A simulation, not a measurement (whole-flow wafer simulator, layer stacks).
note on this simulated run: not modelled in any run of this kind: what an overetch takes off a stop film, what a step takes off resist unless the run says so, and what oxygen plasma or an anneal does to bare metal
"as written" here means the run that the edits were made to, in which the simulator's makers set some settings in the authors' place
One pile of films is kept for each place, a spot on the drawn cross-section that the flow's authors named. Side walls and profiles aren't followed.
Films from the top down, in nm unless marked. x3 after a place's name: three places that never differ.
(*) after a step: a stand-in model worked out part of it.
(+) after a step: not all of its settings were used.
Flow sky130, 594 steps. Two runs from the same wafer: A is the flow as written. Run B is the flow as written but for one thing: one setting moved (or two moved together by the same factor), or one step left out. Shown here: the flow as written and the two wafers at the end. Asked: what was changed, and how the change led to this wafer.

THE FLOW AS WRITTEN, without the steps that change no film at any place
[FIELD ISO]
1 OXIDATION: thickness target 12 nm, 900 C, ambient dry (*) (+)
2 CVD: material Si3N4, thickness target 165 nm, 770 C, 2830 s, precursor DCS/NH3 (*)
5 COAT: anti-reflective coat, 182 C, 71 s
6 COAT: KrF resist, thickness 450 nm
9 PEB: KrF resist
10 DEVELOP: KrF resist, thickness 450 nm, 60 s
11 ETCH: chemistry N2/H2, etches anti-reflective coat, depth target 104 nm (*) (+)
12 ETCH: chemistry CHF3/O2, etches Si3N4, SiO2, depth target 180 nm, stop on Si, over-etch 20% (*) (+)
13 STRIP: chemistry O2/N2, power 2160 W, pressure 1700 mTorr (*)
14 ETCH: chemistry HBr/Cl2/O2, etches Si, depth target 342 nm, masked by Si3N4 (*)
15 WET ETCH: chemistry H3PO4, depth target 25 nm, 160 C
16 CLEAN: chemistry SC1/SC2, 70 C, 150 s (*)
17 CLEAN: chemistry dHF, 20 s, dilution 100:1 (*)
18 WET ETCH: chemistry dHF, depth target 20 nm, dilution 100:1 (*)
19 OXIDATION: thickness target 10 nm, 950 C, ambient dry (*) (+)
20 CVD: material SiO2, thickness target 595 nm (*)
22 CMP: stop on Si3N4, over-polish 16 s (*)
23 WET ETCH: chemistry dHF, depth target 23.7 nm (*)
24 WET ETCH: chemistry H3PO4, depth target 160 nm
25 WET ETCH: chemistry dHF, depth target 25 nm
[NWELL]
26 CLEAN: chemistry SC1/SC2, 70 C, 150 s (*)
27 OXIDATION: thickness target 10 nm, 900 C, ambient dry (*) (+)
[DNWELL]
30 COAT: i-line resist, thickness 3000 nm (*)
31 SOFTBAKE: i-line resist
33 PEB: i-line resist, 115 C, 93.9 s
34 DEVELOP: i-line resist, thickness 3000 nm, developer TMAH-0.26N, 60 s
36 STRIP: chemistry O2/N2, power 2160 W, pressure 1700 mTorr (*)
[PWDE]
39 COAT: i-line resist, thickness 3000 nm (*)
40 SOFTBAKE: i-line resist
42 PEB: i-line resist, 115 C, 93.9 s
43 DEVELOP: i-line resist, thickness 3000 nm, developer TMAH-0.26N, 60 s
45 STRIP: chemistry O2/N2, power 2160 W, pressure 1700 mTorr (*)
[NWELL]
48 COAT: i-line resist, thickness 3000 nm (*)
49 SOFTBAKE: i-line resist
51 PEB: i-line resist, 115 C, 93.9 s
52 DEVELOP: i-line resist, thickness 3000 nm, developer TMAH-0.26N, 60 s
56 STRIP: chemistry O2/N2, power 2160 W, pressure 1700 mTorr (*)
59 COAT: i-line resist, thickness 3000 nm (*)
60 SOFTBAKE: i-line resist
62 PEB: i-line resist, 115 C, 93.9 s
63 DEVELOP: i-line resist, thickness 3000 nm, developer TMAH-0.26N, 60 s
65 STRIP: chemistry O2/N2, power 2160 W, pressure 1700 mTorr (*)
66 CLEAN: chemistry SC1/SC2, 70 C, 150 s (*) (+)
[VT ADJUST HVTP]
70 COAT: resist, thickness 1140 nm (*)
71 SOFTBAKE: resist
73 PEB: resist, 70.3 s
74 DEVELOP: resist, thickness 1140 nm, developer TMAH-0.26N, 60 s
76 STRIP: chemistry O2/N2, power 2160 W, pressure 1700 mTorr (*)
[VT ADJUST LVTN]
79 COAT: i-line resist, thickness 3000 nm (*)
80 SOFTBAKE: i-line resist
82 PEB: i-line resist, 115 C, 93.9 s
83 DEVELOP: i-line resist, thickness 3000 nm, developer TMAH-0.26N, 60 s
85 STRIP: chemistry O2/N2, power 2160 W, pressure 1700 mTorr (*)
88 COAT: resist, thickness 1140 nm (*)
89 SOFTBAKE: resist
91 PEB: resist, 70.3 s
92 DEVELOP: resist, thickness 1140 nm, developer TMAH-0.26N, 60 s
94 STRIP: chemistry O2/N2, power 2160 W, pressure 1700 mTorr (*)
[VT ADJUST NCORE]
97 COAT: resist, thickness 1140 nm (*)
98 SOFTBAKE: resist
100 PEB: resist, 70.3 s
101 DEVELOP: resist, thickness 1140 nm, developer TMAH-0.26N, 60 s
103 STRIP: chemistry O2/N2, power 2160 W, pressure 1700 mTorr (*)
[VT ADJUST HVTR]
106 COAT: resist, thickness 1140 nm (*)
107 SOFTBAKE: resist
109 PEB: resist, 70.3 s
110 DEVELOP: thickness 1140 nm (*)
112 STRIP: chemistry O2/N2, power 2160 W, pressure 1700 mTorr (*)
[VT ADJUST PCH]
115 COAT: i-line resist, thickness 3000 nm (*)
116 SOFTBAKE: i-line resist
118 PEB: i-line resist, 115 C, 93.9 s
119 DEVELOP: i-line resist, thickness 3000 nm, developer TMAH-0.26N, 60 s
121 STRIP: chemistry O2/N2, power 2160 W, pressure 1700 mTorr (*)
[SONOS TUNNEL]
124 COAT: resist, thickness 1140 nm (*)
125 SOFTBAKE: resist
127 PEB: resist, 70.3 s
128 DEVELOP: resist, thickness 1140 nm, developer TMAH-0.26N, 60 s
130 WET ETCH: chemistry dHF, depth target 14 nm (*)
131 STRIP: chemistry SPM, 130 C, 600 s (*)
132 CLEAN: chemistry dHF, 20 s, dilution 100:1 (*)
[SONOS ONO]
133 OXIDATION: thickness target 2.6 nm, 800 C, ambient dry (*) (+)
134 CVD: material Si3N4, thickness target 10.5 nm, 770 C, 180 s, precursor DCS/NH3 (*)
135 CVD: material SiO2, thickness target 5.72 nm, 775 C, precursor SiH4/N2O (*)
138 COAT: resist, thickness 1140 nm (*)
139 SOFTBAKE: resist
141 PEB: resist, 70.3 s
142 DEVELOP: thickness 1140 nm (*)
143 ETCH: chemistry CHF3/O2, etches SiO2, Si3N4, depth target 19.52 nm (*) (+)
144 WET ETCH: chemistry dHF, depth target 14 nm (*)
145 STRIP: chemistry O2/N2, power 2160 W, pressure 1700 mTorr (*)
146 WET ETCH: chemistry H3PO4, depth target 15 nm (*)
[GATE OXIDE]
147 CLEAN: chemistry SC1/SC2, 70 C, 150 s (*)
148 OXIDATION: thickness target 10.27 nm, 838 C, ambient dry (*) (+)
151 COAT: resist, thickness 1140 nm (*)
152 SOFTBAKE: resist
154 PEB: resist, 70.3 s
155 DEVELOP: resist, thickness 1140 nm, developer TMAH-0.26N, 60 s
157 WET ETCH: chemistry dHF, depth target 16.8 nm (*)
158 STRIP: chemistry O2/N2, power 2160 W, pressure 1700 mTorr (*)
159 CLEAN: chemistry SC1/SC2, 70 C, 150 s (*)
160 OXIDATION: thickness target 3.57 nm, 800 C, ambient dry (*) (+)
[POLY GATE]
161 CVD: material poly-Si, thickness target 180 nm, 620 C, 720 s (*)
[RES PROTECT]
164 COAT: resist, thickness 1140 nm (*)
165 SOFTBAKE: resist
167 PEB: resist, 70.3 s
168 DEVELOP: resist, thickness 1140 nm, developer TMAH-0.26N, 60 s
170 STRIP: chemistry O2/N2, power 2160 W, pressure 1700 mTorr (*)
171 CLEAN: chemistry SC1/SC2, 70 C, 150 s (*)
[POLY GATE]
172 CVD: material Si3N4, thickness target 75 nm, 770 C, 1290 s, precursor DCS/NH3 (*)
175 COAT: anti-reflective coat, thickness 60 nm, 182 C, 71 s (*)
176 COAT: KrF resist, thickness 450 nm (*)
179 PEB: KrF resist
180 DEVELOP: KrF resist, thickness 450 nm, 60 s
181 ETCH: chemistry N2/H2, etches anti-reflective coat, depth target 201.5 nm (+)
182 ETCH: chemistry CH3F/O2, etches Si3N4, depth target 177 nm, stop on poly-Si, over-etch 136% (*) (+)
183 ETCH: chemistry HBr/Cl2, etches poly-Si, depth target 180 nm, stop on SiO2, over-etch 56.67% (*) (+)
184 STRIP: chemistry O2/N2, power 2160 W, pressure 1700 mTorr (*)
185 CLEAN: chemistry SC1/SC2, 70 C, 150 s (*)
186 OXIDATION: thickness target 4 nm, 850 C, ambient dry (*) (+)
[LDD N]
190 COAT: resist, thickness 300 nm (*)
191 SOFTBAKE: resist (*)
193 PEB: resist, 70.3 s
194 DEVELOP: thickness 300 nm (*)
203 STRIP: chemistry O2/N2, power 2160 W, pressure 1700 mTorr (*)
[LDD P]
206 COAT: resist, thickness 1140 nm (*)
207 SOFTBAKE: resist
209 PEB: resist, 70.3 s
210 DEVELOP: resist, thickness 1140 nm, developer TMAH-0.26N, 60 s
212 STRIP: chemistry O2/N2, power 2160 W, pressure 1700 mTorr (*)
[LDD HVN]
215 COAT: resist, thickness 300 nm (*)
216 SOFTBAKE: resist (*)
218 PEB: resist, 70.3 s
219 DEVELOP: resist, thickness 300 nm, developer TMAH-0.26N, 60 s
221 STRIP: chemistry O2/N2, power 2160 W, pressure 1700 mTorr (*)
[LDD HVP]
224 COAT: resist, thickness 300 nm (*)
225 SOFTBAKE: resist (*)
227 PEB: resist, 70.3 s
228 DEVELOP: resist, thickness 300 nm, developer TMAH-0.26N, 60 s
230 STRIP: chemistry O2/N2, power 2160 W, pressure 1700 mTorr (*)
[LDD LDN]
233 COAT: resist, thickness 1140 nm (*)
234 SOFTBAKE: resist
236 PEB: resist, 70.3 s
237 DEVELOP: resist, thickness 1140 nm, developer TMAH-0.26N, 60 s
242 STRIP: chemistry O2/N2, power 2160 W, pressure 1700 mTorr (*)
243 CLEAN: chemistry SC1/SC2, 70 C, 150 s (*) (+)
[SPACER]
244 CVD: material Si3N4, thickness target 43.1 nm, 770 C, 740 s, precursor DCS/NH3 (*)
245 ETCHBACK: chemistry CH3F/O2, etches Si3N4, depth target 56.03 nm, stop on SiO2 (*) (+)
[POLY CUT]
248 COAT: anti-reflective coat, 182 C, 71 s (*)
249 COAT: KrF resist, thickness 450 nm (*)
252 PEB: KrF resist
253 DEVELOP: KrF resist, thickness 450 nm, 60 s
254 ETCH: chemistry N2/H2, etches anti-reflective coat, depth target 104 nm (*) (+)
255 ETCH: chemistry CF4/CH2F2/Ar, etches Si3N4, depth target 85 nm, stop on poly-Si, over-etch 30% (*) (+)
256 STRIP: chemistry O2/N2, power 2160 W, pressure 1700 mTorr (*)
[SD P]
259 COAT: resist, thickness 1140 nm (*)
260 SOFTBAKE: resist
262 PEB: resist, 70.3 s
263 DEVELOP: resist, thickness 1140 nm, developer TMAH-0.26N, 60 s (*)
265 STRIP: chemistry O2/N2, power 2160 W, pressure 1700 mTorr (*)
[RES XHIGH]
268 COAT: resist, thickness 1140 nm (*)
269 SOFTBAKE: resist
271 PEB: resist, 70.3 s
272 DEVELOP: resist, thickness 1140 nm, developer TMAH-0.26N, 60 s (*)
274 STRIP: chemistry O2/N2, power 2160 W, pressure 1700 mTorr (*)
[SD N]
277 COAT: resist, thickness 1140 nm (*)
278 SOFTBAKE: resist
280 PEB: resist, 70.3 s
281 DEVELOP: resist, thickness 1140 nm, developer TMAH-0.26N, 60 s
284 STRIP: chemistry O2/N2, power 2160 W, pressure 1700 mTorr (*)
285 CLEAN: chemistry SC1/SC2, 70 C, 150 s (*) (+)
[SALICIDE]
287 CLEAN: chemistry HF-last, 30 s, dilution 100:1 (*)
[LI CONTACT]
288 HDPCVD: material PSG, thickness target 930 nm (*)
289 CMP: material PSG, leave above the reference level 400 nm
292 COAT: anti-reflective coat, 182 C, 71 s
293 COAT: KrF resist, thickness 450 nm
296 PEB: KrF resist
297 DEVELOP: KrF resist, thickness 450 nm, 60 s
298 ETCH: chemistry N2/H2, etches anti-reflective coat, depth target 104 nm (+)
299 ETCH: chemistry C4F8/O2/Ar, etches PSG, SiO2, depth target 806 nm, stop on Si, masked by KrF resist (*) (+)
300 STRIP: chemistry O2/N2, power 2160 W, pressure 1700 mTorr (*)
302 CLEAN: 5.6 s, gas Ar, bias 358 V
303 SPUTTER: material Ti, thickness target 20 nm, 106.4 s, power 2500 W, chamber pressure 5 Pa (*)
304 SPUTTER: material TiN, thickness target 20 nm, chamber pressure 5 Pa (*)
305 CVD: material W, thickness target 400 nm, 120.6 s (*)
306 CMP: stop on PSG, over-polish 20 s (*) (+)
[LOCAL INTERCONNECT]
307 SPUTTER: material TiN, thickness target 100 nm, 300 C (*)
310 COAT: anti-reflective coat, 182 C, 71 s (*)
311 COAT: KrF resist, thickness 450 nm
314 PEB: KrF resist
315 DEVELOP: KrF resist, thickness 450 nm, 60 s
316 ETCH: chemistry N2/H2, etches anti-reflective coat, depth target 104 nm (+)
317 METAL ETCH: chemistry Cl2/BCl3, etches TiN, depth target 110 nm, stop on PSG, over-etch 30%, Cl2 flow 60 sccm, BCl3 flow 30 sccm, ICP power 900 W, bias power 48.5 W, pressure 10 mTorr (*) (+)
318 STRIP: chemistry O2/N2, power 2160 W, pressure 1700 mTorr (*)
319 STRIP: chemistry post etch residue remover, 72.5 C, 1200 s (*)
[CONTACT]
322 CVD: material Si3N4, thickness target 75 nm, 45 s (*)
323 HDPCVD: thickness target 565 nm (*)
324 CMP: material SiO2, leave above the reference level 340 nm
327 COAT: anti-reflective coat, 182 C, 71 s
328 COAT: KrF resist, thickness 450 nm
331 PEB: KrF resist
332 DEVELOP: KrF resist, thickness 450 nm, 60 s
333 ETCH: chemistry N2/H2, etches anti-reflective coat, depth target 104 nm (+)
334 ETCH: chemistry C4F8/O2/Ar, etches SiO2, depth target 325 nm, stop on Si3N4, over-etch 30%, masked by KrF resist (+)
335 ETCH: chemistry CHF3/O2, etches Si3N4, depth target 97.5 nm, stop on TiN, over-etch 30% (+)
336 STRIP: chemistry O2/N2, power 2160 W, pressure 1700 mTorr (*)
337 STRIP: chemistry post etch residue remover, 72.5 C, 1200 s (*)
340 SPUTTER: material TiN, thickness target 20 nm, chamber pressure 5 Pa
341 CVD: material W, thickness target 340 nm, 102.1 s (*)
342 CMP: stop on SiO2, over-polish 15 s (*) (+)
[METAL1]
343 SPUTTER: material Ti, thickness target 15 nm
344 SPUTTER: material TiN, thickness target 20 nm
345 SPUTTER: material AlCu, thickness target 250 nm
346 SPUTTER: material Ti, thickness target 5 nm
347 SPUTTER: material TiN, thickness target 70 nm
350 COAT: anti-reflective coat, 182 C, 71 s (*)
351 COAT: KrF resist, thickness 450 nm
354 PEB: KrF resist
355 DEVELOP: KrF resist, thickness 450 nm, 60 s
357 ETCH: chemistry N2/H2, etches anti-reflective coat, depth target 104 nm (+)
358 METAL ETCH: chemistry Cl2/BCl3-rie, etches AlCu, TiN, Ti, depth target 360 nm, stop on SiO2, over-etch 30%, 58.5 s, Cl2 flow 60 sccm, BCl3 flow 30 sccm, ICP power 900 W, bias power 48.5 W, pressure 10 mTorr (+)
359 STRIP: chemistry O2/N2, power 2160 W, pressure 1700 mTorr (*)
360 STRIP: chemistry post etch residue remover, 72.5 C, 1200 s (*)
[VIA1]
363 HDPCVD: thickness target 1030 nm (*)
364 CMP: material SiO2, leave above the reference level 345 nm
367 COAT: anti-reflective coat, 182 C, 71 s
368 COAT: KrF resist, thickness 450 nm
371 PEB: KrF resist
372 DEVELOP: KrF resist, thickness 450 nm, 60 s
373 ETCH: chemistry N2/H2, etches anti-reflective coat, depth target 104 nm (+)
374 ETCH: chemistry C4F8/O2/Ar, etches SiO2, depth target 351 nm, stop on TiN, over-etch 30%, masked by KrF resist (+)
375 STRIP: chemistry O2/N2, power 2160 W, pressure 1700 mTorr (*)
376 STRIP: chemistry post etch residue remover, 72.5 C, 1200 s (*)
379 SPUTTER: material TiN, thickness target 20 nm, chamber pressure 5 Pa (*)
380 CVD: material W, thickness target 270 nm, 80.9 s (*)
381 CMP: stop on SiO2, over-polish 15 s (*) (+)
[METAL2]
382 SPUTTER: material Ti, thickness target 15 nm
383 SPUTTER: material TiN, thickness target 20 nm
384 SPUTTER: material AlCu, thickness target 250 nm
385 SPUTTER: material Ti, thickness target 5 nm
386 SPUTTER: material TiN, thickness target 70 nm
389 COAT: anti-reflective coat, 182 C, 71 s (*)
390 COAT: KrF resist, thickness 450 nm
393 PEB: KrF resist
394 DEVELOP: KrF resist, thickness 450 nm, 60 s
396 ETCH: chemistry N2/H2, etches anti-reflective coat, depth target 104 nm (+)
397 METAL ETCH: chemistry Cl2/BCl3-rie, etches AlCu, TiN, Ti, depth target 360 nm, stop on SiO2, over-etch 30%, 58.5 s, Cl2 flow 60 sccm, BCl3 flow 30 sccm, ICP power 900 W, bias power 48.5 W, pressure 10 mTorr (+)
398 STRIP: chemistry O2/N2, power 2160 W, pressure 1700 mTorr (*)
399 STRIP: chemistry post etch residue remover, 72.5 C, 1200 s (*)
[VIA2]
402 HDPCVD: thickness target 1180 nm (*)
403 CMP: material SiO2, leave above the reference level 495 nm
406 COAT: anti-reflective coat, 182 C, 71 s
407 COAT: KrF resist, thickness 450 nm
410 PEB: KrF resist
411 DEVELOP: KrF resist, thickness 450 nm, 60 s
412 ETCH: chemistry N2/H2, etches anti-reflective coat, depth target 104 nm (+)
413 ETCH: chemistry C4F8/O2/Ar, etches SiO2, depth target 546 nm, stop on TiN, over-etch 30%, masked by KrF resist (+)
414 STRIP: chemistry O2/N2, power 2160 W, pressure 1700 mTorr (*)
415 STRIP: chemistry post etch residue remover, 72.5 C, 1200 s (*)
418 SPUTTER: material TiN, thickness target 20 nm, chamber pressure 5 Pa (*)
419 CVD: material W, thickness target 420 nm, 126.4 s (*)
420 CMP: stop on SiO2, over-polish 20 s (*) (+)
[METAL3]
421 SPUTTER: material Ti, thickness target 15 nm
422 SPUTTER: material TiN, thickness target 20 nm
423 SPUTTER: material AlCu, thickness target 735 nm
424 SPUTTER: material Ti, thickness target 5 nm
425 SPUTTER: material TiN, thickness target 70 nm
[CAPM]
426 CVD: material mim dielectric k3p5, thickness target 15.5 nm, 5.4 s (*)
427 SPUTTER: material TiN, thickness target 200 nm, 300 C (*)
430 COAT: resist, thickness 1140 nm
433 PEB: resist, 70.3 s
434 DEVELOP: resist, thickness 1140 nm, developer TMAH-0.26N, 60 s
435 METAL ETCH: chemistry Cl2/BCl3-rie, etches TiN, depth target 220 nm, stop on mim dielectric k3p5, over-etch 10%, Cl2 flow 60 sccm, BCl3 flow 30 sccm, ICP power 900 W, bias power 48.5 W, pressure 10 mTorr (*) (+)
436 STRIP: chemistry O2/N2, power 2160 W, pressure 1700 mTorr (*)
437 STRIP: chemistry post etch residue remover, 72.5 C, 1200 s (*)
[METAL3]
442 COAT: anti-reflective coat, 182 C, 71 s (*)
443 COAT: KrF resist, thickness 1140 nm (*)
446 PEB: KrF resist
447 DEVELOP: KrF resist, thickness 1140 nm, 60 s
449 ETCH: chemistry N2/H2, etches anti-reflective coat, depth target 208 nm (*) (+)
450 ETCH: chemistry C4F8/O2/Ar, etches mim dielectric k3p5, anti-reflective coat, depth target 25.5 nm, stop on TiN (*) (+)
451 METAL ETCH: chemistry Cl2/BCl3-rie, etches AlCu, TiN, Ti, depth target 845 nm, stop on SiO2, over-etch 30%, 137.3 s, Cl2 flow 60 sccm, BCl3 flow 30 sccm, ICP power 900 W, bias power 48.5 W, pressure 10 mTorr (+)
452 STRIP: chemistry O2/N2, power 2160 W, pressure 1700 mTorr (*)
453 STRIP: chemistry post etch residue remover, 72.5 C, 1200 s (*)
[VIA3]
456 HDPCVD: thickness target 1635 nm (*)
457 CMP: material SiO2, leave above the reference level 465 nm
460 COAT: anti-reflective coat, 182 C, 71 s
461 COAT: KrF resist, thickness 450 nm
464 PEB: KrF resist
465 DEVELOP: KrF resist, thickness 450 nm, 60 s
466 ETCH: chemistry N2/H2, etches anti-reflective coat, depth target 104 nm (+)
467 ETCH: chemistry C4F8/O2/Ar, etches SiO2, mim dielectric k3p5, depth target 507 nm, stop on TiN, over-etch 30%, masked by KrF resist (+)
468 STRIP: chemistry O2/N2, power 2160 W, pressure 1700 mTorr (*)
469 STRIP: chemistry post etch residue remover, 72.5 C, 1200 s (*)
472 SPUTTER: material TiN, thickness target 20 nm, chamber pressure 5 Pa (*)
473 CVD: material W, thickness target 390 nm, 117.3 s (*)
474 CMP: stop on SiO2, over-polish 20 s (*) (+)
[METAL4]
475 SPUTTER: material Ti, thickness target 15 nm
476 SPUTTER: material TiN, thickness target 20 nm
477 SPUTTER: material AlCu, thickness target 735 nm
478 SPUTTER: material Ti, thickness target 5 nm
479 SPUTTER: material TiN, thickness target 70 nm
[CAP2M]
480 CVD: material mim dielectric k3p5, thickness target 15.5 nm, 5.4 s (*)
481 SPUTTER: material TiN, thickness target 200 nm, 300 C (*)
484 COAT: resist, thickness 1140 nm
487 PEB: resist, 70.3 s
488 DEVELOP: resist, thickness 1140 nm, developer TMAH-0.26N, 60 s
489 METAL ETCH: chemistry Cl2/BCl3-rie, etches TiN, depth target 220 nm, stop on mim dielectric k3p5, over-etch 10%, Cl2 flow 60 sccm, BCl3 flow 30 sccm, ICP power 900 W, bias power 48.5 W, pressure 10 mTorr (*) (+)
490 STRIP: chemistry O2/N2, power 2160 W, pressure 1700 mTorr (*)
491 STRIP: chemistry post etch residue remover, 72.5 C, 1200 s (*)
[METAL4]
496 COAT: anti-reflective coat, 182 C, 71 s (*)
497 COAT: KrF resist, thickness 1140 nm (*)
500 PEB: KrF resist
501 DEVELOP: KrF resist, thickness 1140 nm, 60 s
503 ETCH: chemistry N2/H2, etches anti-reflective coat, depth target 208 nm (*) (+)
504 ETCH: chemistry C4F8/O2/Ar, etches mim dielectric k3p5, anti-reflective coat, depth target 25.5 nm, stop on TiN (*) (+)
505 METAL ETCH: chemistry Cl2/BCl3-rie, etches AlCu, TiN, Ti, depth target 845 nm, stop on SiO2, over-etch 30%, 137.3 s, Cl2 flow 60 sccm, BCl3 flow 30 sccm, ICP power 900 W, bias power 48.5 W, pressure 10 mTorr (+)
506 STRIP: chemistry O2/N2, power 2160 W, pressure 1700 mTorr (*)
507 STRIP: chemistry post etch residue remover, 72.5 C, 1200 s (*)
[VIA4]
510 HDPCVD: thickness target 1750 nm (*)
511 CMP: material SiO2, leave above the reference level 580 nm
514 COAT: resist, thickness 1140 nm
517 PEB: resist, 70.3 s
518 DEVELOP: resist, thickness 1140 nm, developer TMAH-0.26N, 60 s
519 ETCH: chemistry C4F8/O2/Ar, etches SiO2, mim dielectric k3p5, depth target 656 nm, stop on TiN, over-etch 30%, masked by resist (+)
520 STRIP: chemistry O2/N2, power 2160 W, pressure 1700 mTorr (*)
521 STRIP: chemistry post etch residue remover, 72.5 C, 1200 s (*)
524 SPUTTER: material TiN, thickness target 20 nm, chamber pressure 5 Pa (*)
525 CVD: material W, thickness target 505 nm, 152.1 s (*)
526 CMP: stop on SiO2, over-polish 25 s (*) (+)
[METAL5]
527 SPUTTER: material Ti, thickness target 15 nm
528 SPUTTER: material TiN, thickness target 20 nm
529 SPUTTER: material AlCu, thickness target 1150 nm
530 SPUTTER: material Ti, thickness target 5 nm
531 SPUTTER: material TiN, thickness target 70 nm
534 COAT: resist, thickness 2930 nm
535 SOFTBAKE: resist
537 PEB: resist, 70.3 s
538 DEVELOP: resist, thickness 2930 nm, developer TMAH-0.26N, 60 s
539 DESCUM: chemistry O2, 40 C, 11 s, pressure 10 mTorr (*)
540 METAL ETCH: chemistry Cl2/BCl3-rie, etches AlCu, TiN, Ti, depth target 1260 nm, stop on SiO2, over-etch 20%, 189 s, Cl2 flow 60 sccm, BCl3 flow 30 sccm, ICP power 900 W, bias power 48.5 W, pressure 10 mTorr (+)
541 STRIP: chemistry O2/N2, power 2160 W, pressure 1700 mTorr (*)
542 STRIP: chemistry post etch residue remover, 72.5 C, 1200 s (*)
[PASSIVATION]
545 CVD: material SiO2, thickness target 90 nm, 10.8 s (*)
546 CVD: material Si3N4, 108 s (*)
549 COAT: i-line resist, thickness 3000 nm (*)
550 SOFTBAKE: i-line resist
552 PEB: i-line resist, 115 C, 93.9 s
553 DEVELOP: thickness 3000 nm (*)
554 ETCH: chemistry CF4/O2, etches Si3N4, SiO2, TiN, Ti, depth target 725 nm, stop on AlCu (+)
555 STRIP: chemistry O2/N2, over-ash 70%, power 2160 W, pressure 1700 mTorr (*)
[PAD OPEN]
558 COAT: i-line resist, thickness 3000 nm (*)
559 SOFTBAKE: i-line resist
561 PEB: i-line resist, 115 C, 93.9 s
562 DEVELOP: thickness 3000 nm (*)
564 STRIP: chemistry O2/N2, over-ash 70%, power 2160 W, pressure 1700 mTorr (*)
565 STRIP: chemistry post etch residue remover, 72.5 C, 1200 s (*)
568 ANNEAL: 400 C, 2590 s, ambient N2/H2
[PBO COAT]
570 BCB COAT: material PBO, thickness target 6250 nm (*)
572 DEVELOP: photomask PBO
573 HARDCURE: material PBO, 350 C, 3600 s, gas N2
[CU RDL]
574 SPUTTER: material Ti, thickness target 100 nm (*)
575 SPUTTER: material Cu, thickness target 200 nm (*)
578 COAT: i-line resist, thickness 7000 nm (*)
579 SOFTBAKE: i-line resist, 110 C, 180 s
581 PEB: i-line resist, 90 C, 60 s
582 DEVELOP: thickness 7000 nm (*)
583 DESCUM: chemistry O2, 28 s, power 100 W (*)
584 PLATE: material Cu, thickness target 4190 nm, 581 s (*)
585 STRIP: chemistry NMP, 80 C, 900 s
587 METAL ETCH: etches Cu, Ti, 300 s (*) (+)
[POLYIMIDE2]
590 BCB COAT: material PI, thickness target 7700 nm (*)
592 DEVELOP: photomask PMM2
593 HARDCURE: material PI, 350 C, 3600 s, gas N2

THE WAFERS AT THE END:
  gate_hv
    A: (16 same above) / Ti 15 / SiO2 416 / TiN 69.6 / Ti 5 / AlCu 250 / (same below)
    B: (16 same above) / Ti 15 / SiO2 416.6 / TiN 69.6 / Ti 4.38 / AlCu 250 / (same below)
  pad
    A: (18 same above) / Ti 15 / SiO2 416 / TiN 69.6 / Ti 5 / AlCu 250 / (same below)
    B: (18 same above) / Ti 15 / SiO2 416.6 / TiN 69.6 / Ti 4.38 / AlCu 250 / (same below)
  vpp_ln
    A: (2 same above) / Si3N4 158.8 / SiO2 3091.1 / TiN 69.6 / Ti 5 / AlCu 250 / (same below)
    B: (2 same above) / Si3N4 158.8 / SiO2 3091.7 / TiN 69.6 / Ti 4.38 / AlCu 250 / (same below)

The cause: step 385, SPUTTER: thickness target 4.38 nm was run, where the flow has thickness target 5 nm.
It can be read off the wafer: gate_hv has Ti 4.38, and step 385 as written asks for 5 nm.

How the change led to this, step by step:
  385 SPUTTER: material Ti, thickness target 5 nm
      field, active, n_well and 188 more: A Ti +5 (new film) | B Ti +4.38 (new film)
  397 METAL ETCH: chemistry Cl2/BCl3-rie, etches AlCu, TiN, Ti, depth target 360 nm, stop on SiO2, over-etch 30%, 58.5 s, Cl2 flow 60 sccm, BCl3 flow 30 sccm, ICP power 900 W, bias power 48.5 W, pressure 10 mTorr (+)
      field, active, gate and 82 more: A TiN -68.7 (all of it), Ti -5 (all of it), AlCu -250 (all of it), TiN -20 (all of it), Ti -15 (all of it), SiO2 -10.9 | B TiN -68.7 (all of it), Ti -4.38 (all of it), AlCu -250 (all of it), TiN -20 (all of it), Ti -15 (all of it), SiO2 -11
